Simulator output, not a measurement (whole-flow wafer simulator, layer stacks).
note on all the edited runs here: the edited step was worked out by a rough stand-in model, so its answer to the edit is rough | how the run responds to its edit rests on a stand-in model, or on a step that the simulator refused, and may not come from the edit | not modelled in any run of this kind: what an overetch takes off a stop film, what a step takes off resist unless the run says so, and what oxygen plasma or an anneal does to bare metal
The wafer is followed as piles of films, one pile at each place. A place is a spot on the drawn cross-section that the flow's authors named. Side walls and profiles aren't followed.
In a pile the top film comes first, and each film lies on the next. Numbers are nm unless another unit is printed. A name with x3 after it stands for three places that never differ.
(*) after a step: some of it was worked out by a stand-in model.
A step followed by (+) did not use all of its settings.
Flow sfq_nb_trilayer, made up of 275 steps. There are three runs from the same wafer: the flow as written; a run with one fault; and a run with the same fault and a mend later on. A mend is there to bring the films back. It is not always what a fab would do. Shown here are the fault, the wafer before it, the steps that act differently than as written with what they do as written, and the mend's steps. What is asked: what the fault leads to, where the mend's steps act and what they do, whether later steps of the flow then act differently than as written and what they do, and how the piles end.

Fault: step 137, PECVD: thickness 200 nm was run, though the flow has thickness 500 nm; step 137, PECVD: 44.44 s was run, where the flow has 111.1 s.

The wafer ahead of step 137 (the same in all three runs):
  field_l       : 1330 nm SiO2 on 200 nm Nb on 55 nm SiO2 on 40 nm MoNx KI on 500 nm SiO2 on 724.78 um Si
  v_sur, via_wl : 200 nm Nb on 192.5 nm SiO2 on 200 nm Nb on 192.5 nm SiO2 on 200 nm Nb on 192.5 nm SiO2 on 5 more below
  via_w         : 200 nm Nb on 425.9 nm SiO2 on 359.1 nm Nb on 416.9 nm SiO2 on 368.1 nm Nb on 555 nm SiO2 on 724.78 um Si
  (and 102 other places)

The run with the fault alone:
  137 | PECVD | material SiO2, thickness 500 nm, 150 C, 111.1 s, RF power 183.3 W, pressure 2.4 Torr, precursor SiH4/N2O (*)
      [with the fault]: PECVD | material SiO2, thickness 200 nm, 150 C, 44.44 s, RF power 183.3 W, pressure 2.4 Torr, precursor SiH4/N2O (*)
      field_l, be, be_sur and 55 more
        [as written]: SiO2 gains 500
        [with the fault]: SiO2 gains 200
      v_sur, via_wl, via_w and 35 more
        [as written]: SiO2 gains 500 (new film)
        [with the fault]: SiO2 gains 200 (new film)
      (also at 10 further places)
  Later steps of the flow acting differently than as written (18 more steps, not shown, differ only slightly: by at most 2% or 0.5 nm, whichever is larger):
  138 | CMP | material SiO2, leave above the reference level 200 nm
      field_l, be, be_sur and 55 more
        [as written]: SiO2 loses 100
        [with the fault]: nothing
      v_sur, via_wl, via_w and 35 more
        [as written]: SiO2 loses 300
        [with the fault]: nothing
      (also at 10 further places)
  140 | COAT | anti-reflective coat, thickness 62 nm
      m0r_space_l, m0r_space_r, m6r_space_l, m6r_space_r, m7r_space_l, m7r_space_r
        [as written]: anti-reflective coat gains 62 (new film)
        [with the fault]: anti-reflective coat gains 81.5 (new film)
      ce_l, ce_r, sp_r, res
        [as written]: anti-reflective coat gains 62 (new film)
        [with the fault]: anti-reflective coat gains 65 (new film)
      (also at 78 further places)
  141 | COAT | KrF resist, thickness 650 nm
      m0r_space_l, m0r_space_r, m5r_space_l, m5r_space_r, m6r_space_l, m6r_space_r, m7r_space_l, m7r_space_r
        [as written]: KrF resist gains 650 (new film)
        [with the fault]: KrF resist gains 677.3 (new film)
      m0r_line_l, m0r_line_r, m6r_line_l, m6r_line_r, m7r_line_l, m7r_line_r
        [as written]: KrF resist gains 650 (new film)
        [with the fault]: KrF resist gains 687.3 (new film)
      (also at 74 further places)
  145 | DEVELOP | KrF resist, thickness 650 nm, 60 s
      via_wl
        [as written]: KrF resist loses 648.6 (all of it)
        [with the fault]: KrF resist loses 569.2 (all of it)
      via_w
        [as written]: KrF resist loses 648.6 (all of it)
        [with the fault]: KrF resist loses 579.1 (all of it)
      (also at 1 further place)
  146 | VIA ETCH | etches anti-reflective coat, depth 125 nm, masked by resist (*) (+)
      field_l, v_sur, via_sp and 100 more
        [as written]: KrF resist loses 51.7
        [with the fault]: KrF resist loses 38.9
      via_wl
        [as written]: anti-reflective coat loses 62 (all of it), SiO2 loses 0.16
        [with the fault]: anti-reflective coat loses 46.2 (all of it), SiO2 loses 0.12
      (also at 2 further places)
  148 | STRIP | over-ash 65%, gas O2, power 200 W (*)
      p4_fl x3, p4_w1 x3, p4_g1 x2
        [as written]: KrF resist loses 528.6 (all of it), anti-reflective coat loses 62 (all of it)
        [with the fault]: KrF resist loses 541.4 (all of it), anti-reflective coat loses 62 (all of it)
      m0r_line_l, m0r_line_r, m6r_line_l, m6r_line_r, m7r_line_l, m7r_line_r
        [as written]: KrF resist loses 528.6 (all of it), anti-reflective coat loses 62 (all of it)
        [with the fault]: KrF resist loses 578.6 (all of it), anti-reflective coat loses 61.5 (all of it)
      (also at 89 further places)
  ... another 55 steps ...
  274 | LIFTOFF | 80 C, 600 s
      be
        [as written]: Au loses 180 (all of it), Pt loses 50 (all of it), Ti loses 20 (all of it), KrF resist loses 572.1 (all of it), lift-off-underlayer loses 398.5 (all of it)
        [with the fault]: Au loses 180 (all of it), Pt loses 50 (all of it), Ti loses 20 (all of it), KrF resist loses 613.8 (all of it), lift-off-underlayer loses 720.8 (all of it)
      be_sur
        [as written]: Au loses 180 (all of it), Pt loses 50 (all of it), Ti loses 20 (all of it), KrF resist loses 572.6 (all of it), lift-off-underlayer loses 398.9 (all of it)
        [with the fault]: Au loses 180 (all of it), Pt loses 50 (all of it), Ti loses 20 (all of it), KrF resist loses 587.3 (all of it), lift-off-underlayer loses 366.3 (all of it)
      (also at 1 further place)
  The piles end different from the flow's at via_v, be, be_sur and 38 more by more than 2% or 0.5 nm, whichever is larger.
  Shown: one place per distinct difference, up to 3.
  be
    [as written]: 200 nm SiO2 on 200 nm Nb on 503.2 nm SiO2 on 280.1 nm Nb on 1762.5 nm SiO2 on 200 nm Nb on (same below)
    [with the fault]: 312.8 nm SiO2 on 119.8 nm Nb on 208.7 nm SiO2 on 125.9 nm Nb on 69.5 nm SiO2 on 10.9 nm Al2O3 on 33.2 nm Nb2O5 on 117.1 nm Nb on 1562.5 nm SiO2 on 200 nm Nb on (same below)
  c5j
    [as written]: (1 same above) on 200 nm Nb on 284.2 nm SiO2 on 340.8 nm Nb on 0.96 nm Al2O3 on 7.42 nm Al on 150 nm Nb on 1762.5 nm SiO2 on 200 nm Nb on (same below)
    [with the fault]: (1 same above) on 200 nm Nb on 293.3 nm SiO2 on 183.3 nm Nb on 178.4 nm SiO2 on 170 nm Nb on 0.96 nm Al2O3 on 7.42 nm Al on 150 nm Nb on 1562.5 nm SiO2 on 200 nm Nb on (same below)
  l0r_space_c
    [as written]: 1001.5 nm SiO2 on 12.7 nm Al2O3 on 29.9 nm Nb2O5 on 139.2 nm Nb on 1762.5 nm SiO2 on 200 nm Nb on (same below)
    [with the fault]: 1201.5 nm SiO2 on 12.7 nm Al2O3 on 29.9 nm Nb2O5 on 139.2 nm Nb on 1562.5 nm SiO2 on 200 nm Nb on (same below)

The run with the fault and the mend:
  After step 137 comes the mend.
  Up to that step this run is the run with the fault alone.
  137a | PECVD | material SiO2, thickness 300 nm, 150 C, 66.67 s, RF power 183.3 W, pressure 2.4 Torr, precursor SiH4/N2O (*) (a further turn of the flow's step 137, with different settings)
      field_l, v_sur, via_wl and 93 more
        SiO2 gains 300
      p3_s0, p3_s1, p3_s2, p3_s3, p3_s4, p3_s5
        SiO2 gains 357.1
      lsp_r, l0_sur, l0v
        SiO2 gains 295.3
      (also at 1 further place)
  Later steps of the flow acting differently than as written (4 more steps, not shown, differ only slightly: by at most 2% or 0.5 nm, whichever is larger):
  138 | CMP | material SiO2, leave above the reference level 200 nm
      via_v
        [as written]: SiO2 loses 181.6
        [with the mend]: SiO2 loses 157.1
  The piles end the same as the flow's at every place that both follow.
